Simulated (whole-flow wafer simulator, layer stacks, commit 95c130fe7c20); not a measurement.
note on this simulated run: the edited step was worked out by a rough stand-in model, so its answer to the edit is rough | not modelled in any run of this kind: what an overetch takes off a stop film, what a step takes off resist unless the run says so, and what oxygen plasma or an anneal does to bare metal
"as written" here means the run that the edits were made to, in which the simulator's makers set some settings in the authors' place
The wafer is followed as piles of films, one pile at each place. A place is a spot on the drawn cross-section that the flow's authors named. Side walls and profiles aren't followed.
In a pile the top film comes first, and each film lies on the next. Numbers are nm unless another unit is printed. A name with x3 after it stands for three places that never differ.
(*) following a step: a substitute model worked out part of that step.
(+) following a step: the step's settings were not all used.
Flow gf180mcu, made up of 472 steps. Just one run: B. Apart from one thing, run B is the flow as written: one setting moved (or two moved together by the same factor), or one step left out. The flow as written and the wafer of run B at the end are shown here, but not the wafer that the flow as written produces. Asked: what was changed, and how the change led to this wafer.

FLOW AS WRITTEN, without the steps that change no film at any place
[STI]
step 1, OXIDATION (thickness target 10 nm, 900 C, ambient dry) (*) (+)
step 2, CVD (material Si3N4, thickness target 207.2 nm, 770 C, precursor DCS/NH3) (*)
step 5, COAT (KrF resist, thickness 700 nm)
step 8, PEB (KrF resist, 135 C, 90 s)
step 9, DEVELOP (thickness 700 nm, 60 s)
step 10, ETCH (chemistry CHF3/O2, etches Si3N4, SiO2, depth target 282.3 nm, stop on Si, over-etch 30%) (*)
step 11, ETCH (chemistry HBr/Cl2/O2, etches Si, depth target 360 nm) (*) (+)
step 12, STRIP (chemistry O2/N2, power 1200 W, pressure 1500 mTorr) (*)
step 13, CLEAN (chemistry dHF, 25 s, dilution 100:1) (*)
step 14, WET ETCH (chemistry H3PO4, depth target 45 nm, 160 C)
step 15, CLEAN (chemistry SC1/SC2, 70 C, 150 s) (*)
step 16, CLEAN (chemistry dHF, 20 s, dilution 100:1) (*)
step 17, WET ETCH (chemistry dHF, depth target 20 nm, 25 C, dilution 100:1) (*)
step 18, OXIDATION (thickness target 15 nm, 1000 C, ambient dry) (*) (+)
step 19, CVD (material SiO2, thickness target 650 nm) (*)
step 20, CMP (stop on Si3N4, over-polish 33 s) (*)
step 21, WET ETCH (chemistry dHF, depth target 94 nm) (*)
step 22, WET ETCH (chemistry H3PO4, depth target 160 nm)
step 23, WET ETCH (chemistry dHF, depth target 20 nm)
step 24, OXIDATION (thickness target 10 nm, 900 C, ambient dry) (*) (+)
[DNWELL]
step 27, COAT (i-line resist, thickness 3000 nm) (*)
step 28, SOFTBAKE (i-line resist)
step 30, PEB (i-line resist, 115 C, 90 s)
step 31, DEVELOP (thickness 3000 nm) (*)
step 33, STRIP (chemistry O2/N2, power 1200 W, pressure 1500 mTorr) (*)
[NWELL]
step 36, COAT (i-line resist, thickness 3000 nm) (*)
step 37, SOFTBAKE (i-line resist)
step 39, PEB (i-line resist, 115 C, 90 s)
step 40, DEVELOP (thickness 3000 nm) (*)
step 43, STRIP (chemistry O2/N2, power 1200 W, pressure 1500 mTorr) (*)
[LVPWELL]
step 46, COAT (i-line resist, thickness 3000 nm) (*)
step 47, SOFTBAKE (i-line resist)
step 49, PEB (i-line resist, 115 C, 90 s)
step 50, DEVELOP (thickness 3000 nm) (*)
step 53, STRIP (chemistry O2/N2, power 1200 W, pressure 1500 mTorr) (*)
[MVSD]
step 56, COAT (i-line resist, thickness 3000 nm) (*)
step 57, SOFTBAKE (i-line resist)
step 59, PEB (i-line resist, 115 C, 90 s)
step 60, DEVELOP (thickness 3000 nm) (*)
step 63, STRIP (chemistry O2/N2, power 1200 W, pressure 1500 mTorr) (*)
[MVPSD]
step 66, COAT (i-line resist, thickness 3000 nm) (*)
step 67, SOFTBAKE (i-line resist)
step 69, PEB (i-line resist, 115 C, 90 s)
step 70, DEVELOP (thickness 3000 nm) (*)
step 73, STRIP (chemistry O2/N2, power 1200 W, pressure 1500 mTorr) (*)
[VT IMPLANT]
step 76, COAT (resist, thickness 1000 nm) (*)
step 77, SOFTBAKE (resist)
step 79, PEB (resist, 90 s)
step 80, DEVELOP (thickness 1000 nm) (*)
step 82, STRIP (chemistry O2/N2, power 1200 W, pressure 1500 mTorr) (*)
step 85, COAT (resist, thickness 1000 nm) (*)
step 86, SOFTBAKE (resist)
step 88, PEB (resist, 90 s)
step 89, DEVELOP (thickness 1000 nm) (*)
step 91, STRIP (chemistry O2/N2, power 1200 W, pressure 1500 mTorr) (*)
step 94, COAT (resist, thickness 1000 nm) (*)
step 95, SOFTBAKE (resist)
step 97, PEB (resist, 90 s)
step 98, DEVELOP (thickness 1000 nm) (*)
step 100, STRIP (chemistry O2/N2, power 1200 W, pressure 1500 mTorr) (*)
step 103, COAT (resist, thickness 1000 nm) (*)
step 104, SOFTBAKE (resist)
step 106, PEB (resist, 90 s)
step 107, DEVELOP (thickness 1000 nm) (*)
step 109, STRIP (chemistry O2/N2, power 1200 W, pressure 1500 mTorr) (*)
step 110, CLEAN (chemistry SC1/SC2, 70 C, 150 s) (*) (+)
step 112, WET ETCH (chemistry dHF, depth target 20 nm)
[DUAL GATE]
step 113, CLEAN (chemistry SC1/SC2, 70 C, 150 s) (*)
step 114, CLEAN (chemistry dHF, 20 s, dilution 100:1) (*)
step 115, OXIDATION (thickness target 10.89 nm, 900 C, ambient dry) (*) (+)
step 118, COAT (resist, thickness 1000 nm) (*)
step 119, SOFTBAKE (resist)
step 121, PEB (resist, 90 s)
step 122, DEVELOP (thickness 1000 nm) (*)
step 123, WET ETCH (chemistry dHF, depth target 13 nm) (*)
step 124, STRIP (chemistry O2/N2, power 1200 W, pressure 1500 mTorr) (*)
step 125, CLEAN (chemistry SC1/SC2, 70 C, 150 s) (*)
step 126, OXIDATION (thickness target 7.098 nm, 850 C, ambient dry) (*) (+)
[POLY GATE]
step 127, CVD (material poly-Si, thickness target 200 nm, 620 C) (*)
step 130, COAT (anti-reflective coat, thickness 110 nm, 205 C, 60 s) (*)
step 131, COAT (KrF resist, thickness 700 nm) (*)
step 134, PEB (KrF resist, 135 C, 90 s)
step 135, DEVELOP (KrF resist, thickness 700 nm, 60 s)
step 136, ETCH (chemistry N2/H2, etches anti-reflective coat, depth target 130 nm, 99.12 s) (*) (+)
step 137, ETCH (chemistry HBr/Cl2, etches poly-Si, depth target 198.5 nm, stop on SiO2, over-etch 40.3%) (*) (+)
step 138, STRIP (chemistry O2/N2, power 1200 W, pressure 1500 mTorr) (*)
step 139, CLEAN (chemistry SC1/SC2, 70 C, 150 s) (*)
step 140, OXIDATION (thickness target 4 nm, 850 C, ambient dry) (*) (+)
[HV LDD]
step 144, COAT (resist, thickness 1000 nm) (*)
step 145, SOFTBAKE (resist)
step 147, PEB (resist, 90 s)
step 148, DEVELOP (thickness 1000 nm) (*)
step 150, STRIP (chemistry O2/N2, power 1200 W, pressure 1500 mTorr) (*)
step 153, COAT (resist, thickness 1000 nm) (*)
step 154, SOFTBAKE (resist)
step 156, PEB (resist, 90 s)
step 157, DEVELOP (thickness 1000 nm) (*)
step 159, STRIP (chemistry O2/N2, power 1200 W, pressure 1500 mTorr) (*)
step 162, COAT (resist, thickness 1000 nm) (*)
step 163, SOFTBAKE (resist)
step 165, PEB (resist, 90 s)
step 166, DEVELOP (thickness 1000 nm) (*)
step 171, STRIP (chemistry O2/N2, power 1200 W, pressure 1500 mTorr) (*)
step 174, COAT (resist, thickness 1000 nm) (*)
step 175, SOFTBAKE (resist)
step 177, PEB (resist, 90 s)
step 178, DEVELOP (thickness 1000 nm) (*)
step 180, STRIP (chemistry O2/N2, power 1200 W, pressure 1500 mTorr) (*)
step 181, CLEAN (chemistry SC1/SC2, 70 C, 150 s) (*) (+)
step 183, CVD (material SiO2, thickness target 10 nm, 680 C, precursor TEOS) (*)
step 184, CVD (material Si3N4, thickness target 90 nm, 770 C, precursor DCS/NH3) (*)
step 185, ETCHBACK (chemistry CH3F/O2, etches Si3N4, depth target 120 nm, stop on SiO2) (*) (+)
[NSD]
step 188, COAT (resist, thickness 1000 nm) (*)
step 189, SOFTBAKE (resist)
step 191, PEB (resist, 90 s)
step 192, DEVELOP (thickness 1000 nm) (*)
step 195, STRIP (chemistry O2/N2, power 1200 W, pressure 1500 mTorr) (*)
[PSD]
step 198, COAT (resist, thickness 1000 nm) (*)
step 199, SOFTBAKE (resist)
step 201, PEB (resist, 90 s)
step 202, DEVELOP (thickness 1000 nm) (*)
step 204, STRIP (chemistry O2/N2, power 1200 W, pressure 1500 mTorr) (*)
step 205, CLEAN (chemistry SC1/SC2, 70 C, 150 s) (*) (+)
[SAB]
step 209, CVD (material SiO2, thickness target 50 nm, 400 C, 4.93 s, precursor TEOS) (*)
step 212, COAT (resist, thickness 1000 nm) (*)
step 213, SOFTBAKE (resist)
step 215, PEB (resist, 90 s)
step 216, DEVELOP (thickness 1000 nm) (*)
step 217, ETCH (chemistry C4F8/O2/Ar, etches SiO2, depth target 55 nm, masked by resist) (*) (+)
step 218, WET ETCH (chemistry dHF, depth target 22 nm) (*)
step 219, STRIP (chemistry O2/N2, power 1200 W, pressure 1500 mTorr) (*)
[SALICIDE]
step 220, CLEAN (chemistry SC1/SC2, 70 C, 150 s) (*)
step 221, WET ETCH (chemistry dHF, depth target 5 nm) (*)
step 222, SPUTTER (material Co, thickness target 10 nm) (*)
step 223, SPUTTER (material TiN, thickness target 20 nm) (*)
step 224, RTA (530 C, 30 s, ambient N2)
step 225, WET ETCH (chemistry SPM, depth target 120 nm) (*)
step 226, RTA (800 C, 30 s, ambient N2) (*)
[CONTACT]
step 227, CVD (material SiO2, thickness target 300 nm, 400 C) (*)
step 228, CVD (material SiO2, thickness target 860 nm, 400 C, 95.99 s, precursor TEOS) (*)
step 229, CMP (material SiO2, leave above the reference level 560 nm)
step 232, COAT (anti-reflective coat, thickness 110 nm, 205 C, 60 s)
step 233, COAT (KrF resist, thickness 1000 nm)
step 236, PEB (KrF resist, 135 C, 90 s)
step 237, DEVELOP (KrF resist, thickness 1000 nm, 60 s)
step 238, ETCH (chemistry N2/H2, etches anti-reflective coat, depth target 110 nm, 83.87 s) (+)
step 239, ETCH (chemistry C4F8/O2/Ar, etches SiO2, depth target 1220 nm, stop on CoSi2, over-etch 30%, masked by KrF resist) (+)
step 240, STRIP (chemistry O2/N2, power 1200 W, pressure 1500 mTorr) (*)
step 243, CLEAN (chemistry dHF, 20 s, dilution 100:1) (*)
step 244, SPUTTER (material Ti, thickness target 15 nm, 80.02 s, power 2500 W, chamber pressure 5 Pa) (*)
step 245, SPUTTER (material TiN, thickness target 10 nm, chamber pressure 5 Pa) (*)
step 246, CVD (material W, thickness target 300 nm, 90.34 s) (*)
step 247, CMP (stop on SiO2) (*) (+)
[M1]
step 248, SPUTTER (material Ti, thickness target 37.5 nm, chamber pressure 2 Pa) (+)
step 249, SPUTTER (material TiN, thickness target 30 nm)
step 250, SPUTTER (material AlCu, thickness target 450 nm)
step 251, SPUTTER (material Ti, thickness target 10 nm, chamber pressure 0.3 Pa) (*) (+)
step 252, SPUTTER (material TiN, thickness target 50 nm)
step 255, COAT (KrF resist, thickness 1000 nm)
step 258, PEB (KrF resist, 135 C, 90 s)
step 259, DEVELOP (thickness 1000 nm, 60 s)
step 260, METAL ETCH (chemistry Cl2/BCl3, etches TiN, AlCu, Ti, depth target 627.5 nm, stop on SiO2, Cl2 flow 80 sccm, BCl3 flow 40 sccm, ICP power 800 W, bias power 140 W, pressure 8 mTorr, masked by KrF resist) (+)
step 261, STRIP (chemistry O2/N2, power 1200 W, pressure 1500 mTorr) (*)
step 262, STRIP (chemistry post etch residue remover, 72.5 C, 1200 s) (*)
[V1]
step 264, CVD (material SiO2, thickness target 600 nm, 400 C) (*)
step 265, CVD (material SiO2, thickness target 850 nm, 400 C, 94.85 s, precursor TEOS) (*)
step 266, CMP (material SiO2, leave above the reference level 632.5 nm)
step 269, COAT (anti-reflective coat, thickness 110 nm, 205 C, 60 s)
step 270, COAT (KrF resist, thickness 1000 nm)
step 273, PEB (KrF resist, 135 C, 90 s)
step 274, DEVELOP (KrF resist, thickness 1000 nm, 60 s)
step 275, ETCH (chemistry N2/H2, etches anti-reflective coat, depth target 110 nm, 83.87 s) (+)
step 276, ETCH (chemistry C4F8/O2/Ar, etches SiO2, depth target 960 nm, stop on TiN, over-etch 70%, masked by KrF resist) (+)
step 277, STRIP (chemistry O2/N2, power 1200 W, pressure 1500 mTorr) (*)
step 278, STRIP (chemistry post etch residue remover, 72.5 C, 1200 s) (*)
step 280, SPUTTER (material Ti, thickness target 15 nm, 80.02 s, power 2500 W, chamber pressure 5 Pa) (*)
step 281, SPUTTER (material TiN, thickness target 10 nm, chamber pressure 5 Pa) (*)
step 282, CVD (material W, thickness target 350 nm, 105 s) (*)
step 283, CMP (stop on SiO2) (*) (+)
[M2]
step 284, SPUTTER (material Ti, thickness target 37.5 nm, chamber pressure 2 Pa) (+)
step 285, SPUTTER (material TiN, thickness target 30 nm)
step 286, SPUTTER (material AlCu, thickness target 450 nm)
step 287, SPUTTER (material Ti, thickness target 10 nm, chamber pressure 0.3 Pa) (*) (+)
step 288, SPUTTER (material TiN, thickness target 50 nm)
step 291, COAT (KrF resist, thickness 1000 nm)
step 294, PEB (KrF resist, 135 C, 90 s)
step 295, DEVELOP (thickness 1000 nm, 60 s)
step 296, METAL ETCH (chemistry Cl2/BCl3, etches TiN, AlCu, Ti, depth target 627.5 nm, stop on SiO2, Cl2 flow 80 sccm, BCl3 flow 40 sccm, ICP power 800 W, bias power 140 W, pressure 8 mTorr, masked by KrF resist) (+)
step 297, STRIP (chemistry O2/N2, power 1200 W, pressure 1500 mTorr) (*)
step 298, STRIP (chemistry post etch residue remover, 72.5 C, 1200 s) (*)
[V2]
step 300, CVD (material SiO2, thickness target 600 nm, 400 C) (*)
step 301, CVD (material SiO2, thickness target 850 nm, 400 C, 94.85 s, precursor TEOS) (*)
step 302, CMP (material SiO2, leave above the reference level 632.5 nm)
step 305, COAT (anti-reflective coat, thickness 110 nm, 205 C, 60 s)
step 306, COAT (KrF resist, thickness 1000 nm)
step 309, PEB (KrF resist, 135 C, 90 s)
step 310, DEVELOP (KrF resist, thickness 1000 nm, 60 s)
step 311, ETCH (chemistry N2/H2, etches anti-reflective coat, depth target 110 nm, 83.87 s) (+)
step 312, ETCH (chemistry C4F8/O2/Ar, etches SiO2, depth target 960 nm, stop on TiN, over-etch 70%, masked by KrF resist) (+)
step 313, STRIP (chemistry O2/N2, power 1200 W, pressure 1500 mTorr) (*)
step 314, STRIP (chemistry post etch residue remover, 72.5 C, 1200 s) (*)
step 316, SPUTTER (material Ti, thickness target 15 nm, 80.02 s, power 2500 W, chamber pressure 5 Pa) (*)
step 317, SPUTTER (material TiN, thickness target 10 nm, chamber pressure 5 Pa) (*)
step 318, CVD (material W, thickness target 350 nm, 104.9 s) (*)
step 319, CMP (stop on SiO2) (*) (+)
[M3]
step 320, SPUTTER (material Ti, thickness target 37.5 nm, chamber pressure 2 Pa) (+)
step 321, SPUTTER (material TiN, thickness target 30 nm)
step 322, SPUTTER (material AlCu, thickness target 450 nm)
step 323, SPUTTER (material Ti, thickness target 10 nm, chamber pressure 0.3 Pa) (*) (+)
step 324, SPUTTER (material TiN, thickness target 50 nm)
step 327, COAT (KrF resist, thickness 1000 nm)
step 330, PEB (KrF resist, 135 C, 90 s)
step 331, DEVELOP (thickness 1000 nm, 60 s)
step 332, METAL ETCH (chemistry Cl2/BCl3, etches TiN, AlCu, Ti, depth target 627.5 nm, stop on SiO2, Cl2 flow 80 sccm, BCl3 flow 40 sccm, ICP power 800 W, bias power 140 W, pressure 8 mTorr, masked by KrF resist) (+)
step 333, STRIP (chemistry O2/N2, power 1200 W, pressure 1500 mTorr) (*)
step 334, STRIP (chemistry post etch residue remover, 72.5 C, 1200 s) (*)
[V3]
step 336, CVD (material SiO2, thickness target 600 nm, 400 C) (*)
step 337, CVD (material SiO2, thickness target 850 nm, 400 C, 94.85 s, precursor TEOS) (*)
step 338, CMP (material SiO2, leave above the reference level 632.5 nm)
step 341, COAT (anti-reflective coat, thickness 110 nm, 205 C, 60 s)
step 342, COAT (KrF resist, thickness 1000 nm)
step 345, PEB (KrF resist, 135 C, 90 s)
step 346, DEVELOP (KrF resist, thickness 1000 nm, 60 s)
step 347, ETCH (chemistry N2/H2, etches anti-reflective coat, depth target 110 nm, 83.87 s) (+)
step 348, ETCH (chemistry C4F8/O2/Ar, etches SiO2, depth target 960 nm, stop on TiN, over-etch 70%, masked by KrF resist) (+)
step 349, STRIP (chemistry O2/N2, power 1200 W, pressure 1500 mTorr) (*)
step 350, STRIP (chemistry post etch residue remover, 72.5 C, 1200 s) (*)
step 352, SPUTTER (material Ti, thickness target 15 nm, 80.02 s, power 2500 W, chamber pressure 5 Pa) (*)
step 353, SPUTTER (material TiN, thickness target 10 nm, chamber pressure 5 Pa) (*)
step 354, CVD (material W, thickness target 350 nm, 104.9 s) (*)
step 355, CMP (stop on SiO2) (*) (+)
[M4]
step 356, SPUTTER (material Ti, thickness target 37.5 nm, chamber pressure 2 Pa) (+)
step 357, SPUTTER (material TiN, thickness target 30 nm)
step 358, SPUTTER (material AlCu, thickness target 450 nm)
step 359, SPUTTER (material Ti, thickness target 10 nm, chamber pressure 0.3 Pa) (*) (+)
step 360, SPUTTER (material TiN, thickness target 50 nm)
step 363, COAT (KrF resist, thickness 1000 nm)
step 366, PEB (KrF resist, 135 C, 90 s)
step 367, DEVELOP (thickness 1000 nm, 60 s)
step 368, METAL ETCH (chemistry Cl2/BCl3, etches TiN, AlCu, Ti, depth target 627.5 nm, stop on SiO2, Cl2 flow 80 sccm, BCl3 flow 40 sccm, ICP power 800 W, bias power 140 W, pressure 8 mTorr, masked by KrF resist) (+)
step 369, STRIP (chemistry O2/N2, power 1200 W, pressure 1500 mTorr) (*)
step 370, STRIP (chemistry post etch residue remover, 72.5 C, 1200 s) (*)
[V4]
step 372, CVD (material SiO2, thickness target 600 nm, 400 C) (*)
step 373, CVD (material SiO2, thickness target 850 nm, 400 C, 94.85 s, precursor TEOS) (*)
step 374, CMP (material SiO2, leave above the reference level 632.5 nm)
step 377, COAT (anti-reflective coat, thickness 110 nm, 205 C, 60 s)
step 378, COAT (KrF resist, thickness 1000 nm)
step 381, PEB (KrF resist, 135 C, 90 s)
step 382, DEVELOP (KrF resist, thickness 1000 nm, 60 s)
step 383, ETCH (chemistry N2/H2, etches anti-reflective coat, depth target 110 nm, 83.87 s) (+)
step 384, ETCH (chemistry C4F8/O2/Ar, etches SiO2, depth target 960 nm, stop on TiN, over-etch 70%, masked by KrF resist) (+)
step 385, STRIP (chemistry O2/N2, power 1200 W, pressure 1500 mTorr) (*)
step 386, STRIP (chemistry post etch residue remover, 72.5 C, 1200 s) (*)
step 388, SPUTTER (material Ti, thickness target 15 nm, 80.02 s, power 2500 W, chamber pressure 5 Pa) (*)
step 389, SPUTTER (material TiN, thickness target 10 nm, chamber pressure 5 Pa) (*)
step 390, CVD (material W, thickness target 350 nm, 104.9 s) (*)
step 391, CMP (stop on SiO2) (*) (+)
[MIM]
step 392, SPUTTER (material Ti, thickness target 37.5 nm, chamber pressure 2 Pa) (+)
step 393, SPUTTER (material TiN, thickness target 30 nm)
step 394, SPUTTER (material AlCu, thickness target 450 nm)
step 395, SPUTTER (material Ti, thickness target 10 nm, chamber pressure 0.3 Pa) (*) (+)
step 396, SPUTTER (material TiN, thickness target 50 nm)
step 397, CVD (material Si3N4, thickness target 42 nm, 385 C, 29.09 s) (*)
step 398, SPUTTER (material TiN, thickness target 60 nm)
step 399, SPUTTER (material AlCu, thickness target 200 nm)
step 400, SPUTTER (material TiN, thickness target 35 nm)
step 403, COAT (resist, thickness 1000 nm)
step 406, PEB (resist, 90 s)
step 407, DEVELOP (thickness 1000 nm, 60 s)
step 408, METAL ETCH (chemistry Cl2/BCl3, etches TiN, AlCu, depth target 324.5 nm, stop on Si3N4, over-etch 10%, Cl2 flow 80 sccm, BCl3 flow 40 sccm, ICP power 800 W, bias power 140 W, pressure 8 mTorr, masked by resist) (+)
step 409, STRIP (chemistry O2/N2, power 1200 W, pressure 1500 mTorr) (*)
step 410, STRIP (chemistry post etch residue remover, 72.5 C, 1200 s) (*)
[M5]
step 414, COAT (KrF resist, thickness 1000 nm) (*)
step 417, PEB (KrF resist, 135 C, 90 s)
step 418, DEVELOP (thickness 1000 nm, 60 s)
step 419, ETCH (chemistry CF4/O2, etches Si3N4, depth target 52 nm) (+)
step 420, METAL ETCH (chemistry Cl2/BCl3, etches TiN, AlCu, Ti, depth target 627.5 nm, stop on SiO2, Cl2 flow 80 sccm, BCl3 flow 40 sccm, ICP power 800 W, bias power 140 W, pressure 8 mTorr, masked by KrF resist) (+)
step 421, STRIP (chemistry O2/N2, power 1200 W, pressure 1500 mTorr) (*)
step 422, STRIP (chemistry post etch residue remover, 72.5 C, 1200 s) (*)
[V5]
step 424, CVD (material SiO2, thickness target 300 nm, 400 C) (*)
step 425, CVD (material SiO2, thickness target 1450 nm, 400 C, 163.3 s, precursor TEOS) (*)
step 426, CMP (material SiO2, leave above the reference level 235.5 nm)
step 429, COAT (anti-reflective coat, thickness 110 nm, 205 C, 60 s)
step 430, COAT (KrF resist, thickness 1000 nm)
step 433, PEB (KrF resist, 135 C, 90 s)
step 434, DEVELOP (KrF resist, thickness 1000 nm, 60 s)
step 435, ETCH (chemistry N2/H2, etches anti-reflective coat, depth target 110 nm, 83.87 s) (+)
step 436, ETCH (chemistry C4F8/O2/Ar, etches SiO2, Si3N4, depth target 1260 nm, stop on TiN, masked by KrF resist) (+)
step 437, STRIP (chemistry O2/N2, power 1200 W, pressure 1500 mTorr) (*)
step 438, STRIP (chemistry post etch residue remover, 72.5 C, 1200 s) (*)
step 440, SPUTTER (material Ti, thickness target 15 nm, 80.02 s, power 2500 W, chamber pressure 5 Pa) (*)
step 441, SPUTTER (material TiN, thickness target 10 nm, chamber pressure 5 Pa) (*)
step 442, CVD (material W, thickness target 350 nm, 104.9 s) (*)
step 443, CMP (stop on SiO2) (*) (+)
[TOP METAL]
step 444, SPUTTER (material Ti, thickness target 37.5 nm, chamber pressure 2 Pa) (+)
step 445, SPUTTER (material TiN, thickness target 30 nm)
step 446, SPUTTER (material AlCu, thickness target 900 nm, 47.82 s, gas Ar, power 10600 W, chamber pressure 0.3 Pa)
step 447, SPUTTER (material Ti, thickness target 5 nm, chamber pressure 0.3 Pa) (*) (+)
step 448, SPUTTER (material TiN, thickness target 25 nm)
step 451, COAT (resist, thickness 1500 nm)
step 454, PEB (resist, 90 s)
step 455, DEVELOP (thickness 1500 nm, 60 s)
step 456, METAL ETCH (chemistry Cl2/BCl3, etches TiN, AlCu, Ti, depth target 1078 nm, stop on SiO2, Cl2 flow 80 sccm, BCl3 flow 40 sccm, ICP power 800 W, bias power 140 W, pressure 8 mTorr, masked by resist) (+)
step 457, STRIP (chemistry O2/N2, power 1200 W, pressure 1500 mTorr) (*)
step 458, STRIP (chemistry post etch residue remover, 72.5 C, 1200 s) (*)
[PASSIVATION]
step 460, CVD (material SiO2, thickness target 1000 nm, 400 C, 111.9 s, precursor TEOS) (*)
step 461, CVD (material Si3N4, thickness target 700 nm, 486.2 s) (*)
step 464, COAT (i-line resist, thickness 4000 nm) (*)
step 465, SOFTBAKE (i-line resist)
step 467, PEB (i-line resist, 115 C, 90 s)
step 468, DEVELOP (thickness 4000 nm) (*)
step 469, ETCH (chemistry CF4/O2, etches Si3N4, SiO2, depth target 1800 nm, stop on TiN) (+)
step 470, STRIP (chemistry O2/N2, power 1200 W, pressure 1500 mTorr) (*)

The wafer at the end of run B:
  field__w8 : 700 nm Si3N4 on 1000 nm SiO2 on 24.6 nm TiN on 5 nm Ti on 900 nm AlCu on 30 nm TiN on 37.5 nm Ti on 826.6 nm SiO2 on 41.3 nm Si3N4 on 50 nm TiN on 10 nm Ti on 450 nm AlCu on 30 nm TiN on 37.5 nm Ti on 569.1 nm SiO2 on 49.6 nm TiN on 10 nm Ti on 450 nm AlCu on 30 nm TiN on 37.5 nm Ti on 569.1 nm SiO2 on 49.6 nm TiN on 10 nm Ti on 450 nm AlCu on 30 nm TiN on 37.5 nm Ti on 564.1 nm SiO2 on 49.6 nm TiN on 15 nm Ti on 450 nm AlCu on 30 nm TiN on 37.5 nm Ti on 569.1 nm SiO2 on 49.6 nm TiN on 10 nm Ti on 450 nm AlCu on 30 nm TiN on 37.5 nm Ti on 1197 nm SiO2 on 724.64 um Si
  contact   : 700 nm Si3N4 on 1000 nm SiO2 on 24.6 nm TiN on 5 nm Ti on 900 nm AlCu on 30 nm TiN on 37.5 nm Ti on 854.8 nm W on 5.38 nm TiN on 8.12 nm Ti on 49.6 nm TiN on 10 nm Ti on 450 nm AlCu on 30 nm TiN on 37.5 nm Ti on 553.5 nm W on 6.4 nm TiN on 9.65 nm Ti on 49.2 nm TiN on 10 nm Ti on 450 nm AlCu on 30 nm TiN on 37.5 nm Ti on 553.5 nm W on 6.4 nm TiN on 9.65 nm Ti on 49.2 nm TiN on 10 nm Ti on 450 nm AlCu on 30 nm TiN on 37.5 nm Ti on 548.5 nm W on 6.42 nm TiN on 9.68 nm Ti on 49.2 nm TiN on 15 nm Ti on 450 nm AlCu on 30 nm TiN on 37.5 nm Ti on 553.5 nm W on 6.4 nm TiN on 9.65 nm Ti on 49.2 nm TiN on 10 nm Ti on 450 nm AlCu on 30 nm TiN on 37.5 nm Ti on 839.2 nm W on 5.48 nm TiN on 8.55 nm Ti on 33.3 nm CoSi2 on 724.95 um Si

The reason: step 287, SPUTTER: thickness target 15 nm was run, though the flow has thickness target 10 nm.
The wafer lets one read it off: field__w8 has Ti 15, and step 287 as written asks for 10 nm.

Step by step, how the change led to this:
  step 287, SPUTTER (material Ti, thickness target 10 nm, chamber pressure 0.3 Pa) (*) (+)
      field, field__w1, field__w2 and 108 more: +15 Ti (new film) (in the flow as written it would be: +10 Ti (new film))
  step 296, METAL ETCH (chemistry Cl2/BCl3, etches TiN, AlCu, Ti, depth target 627.5 nm, stop on SiO2, Cl2 flow 80 sccm, BCl3 flow 40 sccm, ICP power 800 W, bias power 140 W, pressure 8 mTorr, masked by KrF resist) (+)
      field, field__w1, field__w2 and 103 more: -50 TiN (all of it), -15 Ti (all of it), -450 AlCu (all of it), -30 TiN (all of it), -37.5 Ti (all of it) (in the flow as written it would be: -50 TiN (all of it), -10 Ti (all of it), -450 AlCu (all of it), -30 TiN (all of it), -37.5 Ti (all of it))
